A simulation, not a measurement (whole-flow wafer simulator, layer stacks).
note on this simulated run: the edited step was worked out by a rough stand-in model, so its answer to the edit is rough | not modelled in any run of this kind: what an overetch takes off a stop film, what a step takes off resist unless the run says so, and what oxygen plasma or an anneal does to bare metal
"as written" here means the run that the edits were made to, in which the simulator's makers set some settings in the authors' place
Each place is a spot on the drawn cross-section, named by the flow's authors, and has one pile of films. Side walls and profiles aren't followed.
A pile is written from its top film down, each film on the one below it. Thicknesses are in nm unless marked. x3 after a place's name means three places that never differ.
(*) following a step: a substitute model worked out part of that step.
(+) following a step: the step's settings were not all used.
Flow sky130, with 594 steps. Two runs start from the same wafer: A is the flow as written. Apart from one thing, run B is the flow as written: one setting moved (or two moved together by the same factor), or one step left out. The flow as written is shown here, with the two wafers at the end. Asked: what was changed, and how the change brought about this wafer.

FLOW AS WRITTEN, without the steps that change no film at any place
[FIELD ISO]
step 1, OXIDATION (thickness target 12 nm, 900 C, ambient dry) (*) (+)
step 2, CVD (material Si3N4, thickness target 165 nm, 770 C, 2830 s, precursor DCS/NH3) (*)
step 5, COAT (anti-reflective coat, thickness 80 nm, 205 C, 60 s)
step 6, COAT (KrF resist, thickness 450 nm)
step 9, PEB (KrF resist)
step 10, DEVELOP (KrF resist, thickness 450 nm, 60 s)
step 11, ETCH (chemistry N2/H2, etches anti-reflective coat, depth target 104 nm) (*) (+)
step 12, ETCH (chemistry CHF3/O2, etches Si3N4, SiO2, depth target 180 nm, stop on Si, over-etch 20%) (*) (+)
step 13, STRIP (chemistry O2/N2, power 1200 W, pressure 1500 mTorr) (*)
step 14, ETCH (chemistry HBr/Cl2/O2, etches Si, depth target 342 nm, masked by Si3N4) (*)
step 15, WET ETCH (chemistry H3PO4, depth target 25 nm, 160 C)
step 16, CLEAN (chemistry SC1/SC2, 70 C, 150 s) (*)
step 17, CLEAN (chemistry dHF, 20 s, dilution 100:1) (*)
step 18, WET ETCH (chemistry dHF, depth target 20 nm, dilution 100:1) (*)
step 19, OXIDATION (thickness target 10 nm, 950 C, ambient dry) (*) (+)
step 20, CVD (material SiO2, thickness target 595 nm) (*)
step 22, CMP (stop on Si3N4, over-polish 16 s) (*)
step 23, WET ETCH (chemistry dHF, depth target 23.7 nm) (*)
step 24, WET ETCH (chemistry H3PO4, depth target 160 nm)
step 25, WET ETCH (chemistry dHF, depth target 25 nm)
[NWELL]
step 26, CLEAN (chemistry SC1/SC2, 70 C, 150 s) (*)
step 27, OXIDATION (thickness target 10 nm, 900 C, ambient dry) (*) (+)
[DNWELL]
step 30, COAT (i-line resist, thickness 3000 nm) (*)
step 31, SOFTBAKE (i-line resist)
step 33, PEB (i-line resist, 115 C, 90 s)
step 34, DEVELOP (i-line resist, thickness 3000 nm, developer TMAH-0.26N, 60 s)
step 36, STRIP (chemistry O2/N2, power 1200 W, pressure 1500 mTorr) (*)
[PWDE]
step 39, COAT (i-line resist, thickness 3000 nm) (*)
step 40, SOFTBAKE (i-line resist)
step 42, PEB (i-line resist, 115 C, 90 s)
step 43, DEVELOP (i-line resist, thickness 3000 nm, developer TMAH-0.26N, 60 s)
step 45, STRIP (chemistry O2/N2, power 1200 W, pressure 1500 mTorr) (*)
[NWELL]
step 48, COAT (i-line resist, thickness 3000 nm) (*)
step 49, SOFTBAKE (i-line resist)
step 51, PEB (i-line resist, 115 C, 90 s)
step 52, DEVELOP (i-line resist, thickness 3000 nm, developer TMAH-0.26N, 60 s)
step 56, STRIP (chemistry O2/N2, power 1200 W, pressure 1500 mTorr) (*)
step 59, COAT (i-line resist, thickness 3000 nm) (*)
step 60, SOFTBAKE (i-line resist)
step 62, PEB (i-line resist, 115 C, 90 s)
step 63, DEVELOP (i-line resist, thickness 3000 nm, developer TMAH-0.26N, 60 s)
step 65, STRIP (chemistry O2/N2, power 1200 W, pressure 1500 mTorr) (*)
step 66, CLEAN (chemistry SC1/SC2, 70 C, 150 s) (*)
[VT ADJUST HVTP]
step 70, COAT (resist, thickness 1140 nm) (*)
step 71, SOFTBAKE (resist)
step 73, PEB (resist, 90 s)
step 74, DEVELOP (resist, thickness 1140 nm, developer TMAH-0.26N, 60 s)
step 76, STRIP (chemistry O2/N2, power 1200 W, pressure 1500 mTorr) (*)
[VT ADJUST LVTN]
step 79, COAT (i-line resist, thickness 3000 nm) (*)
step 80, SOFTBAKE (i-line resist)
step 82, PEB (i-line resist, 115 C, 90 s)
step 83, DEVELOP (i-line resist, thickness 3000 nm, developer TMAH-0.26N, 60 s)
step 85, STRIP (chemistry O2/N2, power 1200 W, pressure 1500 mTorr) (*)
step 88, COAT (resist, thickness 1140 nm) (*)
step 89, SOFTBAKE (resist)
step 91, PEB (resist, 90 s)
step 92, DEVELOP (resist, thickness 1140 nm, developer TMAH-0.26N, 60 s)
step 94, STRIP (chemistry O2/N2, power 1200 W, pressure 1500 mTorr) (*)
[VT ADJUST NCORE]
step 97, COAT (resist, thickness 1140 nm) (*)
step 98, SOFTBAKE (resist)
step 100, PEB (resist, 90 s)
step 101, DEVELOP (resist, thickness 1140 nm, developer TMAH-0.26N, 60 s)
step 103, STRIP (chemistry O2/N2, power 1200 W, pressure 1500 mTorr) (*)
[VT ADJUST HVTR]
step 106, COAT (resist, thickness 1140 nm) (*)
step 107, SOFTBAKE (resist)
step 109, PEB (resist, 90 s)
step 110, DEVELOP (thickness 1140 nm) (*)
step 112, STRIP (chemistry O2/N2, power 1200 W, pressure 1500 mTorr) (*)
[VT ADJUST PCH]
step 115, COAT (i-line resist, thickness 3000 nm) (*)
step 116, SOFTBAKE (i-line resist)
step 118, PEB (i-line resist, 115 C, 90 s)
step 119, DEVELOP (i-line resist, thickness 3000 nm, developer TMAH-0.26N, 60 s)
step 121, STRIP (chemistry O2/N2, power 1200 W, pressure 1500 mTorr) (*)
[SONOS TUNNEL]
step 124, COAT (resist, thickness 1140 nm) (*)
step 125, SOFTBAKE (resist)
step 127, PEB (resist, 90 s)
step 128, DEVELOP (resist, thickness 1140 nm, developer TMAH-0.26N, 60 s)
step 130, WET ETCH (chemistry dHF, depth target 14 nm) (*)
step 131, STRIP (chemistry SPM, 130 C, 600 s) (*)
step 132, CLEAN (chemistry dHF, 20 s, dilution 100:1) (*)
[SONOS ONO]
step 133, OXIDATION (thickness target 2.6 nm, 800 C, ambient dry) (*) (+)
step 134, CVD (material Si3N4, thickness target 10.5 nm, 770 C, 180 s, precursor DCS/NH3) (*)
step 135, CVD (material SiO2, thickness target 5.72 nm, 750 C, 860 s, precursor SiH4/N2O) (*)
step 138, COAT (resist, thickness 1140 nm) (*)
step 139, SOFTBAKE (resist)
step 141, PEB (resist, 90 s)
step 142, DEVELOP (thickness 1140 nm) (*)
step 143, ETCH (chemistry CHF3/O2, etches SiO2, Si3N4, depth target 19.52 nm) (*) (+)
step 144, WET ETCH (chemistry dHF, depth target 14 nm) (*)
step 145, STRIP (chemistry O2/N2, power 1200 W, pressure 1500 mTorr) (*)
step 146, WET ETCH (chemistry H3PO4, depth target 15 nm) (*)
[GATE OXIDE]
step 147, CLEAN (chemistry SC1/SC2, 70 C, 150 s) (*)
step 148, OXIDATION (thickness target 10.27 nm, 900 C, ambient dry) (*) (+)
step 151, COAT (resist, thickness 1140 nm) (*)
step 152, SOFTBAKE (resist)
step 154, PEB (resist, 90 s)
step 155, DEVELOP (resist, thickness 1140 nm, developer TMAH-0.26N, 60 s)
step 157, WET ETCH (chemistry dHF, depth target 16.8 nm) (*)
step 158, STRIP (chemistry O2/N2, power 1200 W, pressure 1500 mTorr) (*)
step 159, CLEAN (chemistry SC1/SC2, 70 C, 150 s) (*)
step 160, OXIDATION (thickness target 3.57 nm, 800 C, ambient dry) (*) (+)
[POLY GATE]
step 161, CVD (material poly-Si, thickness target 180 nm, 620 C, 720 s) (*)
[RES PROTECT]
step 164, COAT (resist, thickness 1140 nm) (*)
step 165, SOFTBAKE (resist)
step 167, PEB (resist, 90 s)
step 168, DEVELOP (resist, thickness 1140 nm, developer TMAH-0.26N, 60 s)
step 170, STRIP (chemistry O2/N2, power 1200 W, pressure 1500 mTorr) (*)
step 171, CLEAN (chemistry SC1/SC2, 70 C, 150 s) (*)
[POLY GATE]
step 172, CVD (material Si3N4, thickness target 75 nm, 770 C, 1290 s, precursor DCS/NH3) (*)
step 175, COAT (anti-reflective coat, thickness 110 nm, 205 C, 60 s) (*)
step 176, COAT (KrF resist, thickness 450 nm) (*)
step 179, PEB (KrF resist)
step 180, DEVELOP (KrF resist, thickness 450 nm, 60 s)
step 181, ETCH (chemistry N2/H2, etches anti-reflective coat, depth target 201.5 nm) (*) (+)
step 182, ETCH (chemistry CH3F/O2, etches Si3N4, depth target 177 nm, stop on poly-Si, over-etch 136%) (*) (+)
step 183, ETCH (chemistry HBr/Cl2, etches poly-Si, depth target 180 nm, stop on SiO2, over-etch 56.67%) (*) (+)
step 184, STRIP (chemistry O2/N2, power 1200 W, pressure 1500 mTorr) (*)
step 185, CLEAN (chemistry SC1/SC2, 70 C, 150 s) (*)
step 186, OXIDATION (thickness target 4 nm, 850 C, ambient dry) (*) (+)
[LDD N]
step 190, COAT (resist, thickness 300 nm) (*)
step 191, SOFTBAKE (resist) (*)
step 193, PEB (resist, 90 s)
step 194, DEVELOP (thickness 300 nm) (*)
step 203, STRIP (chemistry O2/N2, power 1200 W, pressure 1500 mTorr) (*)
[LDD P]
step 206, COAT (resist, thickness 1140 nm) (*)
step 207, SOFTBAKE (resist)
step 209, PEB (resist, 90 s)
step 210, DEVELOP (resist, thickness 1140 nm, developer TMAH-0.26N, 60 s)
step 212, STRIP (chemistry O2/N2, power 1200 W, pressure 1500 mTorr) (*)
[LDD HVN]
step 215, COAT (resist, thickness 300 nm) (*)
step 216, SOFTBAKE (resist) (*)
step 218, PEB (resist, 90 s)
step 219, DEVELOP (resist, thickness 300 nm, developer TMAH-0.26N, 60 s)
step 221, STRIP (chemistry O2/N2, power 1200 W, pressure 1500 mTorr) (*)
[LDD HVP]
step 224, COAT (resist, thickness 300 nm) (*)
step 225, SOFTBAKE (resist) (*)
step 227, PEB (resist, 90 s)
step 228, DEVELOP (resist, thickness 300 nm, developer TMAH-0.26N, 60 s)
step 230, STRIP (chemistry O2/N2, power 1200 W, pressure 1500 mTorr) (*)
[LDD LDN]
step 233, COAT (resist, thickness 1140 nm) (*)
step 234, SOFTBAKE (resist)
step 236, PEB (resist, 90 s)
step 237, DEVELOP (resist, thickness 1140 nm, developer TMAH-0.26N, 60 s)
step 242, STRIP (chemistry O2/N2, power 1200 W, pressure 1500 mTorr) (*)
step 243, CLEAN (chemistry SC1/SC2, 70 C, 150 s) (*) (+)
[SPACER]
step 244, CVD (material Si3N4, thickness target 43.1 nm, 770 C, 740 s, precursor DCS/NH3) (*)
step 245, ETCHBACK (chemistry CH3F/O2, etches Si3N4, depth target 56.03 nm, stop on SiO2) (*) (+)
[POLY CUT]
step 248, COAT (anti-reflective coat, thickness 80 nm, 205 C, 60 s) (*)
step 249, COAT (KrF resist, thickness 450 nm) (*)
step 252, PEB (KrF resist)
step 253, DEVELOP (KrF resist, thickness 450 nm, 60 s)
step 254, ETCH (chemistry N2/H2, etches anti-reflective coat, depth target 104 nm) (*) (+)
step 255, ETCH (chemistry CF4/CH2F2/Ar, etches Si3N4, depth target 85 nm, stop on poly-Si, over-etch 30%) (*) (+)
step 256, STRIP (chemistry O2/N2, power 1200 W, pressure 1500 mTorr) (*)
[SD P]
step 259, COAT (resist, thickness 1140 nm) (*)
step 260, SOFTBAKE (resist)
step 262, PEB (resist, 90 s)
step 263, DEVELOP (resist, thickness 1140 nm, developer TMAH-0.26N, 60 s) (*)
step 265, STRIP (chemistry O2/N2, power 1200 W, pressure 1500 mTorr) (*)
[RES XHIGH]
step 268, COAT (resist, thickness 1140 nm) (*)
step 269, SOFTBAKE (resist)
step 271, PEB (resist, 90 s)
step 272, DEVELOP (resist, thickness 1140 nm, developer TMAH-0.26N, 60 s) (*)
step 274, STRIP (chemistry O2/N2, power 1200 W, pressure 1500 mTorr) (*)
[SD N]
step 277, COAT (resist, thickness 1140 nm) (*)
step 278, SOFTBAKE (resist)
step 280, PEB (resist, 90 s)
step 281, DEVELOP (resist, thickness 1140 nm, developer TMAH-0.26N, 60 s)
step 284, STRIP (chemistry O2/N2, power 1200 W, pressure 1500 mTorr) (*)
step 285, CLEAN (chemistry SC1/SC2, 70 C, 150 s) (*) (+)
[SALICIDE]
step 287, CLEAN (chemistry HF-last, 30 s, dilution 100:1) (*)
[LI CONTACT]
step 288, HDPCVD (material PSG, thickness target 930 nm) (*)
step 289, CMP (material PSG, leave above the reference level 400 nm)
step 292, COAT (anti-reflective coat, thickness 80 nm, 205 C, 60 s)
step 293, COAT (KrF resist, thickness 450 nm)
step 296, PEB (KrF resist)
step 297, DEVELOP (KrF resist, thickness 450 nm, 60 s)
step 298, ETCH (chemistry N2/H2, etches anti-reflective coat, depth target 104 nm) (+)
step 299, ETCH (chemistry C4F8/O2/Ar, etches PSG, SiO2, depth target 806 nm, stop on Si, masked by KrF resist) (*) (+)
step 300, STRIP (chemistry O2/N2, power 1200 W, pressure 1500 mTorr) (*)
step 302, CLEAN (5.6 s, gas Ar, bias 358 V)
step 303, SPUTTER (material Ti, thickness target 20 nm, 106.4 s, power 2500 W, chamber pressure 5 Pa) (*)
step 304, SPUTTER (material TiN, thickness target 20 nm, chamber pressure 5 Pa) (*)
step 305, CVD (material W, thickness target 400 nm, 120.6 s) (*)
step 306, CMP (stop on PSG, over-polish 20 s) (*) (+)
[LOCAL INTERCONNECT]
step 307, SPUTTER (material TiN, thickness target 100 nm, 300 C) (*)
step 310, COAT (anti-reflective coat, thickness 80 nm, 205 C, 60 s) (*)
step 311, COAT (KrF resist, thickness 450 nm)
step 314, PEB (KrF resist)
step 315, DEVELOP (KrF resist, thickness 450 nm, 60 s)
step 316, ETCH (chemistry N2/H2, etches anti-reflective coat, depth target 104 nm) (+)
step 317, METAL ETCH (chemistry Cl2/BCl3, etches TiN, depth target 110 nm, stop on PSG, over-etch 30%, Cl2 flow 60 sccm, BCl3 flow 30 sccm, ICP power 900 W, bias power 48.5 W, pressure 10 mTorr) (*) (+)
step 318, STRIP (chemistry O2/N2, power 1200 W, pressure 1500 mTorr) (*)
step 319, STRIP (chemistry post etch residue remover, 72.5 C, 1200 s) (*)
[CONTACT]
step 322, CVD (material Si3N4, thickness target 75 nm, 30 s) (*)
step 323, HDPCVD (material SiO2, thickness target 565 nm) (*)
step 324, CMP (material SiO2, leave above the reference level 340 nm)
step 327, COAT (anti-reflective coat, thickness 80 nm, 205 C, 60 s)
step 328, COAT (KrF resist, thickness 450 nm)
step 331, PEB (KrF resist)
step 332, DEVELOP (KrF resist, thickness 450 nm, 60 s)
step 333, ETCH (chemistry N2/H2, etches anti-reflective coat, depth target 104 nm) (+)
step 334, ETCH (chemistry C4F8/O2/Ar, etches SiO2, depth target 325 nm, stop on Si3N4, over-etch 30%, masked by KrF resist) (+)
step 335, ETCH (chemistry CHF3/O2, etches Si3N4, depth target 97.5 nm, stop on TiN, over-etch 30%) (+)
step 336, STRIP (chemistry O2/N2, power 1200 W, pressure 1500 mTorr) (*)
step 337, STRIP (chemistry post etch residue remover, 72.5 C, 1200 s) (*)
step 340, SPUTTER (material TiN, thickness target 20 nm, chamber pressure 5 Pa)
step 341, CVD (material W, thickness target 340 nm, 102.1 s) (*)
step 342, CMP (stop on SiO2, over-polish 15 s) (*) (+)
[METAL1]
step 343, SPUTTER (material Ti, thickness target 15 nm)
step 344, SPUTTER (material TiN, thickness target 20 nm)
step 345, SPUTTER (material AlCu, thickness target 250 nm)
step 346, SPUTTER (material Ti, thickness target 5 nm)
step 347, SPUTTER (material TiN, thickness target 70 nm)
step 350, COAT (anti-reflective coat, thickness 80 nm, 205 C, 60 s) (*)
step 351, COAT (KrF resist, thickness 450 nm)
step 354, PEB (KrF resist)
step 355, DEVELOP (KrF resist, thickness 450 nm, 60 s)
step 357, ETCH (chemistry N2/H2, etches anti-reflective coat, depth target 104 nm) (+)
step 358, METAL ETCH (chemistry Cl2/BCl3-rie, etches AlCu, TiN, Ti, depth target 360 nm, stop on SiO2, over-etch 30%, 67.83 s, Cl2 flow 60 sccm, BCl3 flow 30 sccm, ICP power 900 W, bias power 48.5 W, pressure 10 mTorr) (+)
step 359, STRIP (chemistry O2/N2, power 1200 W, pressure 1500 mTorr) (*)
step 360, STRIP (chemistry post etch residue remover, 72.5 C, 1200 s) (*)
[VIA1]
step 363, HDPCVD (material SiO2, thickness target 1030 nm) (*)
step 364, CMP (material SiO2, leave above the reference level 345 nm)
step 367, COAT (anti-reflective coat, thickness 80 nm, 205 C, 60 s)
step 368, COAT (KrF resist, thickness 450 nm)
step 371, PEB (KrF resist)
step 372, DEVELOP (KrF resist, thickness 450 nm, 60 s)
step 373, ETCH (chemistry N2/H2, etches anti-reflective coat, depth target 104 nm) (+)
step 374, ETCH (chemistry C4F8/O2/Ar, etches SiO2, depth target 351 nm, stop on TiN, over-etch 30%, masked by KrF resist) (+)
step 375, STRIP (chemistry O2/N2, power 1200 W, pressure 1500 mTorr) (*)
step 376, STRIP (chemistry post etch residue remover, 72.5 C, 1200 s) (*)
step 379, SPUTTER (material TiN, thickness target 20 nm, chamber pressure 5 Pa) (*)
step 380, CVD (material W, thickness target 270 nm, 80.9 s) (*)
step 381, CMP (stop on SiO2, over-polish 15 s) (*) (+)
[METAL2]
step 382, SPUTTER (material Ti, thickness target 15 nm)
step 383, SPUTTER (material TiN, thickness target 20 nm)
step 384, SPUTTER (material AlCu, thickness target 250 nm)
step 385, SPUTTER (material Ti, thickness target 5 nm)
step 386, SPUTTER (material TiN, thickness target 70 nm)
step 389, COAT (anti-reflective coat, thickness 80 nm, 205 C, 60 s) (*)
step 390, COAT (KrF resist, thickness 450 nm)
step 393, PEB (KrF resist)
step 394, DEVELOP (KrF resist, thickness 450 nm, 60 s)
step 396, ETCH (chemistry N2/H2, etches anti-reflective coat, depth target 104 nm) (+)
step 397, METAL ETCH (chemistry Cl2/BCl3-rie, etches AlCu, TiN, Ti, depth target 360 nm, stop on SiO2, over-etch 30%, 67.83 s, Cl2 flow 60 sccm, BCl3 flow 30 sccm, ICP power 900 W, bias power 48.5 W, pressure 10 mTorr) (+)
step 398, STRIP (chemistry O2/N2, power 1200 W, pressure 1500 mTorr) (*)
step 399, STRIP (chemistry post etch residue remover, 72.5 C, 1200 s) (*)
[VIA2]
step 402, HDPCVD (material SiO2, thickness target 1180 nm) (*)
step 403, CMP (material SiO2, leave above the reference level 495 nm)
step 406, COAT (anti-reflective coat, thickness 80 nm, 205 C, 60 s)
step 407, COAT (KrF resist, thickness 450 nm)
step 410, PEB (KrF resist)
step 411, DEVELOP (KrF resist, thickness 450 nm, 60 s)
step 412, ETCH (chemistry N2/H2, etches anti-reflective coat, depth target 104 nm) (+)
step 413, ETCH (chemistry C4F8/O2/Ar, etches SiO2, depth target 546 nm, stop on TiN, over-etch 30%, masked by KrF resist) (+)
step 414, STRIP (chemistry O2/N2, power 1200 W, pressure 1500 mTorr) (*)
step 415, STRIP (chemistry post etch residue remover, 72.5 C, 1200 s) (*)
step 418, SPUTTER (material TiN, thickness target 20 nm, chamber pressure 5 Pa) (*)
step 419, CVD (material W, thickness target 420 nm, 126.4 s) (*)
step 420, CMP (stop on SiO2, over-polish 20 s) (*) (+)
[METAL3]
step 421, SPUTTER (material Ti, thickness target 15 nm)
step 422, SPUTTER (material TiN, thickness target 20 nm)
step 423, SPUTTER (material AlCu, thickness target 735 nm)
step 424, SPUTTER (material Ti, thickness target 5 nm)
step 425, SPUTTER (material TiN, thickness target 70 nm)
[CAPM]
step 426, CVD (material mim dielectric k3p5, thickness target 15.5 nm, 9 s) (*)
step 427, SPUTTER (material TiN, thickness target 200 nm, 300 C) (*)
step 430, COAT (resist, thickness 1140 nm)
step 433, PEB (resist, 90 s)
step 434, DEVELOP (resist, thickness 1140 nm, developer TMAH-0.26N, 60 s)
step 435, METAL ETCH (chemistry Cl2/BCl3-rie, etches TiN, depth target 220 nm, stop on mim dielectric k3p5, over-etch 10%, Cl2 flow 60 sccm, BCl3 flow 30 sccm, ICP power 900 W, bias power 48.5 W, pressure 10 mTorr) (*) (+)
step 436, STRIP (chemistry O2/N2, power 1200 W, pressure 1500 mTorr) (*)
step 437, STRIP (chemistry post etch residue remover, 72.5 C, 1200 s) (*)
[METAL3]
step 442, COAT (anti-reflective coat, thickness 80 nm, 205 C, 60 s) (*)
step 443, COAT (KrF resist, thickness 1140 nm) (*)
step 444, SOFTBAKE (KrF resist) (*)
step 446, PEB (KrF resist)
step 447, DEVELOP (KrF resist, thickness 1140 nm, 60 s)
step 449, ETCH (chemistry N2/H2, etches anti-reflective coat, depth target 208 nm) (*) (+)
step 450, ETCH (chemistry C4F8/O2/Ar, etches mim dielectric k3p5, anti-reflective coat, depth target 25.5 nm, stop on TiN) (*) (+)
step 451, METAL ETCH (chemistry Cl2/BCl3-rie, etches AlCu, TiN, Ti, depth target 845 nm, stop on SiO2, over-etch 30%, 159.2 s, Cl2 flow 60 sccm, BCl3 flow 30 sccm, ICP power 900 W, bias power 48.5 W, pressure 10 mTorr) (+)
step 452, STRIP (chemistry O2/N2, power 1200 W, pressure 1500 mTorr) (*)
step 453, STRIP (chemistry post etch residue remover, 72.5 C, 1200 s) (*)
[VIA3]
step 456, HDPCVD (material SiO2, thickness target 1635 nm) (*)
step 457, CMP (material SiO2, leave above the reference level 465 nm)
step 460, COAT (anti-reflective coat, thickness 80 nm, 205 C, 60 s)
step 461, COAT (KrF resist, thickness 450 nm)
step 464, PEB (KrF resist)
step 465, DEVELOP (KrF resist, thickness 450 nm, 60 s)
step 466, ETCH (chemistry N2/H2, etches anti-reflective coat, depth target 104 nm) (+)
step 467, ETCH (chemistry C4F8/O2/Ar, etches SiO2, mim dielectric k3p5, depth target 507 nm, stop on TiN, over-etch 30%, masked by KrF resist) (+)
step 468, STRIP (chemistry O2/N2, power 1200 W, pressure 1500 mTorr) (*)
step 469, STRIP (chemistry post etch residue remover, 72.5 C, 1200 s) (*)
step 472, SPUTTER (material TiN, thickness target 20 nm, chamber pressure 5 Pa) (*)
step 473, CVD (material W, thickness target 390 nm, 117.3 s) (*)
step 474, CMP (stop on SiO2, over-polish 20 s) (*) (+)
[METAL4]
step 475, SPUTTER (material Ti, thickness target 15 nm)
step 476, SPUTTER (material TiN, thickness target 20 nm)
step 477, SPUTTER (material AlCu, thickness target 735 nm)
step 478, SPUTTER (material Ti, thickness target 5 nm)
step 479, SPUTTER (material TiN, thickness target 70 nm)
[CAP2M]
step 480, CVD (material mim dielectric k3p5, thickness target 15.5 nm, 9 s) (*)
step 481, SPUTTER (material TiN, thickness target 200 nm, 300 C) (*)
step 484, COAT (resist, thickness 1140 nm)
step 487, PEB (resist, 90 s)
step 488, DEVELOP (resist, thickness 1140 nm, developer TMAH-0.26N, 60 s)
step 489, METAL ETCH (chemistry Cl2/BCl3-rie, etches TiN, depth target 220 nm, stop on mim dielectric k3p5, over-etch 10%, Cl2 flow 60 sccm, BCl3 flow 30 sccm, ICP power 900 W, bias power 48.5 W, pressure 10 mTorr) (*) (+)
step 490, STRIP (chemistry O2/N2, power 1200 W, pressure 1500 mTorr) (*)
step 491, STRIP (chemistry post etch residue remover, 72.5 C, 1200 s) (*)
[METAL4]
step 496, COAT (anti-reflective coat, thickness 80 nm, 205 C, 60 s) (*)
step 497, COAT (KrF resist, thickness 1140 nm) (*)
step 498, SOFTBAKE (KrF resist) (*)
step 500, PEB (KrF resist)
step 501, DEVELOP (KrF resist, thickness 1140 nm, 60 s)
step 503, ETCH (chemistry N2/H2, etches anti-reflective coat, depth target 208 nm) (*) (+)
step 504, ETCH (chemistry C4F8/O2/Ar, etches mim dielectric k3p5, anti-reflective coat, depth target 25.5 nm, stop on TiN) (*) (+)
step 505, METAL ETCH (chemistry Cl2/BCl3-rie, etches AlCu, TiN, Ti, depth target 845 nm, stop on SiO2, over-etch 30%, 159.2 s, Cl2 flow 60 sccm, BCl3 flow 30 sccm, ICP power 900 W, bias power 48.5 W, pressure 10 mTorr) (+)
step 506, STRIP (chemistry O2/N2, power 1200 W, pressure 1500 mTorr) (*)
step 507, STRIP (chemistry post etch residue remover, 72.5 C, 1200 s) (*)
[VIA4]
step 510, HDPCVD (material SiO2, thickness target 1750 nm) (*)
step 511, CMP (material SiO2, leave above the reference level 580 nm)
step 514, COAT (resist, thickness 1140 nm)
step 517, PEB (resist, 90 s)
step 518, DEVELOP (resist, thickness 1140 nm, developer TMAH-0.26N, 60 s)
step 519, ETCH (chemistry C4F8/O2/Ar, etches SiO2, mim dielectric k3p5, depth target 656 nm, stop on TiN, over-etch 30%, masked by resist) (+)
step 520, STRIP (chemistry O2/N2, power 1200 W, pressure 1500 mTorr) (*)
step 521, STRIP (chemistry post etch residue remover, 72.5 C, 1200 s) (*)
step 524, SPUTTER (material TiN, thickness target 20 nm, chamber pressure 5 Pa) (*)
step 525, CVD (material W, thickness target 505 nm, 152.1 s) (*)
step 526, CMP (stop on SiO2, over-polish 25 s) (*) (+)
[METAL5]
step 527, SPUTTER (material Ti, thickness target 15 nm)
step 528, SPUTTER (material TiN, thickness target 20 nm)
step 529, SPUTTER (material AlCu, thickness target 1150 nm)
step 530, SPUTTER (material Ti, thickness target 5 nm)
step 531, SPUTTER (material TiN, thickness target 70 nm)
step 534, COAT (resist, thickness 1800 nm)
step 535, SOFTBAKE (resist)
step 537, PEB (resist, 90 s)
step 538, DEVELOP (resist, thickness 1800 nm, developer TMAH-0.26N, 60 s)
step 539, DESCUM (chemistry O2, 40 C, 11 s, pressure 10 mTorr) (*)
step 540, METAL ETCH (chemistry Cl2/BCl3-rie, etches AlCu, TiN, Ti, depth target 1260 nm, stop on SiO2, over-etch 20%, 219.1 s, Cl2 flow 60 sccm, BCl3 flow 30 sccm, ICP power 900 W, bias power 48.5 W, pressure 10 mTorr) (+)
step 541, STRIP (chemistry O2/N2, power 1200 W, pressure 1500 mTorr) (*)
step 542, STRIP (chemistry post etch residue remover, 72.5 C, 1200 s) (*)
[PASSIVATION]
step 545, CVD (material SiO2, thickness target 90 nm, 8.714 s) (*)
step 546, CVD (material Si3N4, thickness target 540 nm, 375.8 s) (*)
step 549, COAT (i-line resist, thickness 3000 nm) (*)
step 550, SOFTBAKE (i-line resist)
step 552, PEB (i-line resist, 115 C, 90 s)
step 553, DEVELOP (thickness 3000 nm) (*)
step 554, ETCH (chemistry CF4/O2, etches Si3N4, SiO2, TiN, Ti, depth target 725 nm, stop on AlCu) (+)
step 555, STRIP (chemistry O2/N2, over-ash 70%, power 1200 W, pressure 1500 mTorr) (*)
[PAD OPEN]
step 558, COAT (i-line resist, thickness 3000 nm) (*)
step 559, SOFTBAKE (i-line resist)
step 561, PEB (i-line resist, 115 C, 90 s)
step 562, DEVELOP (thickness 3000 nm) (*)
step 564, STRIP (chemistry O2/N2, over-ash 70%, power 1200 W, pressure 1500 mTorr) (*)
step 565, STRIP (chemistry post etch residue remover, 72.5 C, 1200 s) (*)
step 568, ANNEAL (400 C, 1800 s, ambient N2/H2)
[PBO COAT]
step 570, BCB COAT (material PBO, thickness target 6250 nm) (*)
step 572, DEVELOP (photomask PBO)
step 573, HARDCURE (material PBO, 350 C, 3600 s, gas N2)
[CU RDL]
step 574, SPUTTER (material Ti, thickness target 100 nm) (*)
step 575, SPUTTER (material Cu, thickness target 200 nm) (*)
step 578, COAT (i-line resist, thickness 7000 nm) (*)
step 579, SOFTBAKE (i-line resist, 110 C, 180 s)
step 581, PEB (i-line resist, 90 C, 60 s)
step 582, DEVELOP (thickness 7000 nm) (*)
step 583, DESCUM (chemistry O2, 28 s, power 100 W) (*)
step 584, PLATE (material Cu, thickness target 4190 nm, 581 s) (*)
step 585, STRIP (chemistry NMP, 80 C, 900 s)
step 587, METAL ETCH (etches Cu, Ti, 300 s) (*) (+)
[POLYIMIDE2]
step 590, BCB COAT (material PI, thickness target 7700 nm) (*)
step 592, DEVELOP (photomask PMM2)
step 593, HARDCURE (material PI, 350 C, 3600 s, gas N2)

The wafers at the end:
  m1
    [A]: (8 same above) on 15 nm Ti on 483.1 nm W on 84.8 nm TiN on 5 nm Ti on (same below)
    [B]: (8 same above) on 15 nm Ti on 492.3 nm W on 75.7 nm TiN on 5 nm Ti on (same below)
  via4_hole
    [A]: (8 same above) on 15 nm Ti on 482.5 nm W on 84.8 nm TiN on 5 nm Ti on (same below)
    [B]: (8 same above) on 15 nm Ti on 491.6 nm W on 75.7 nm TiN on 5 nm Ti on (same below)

Cause: step 524, SPUTTER: thickness target 8 nm was run, while the flow as written has thickness target 20 nm.

Step by step, how the change led to this:
  step 524, SPUTTER (material TiN, thickness target 20 nm, chamber pressure 5 Pa) (*)
      field, active, n_well and 188 more: A +20 TiN (new film) | B +8 TiN (new film)
      m1, via4_hole: A +15.3 TiN | B +6.11 TiN
  step 526, CMP (stop on SiO2, over-polish 25 s) (*) (+)
      field, active, n_well and 188 more: A -505 W (all of it), -20 TiN (all of it), -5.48 SiO2 | B -505 W (all of it), -8 TiN (all of it), -5.48 SiO2
      m1, via4_hole: A -532.7 W | B -520.7 W
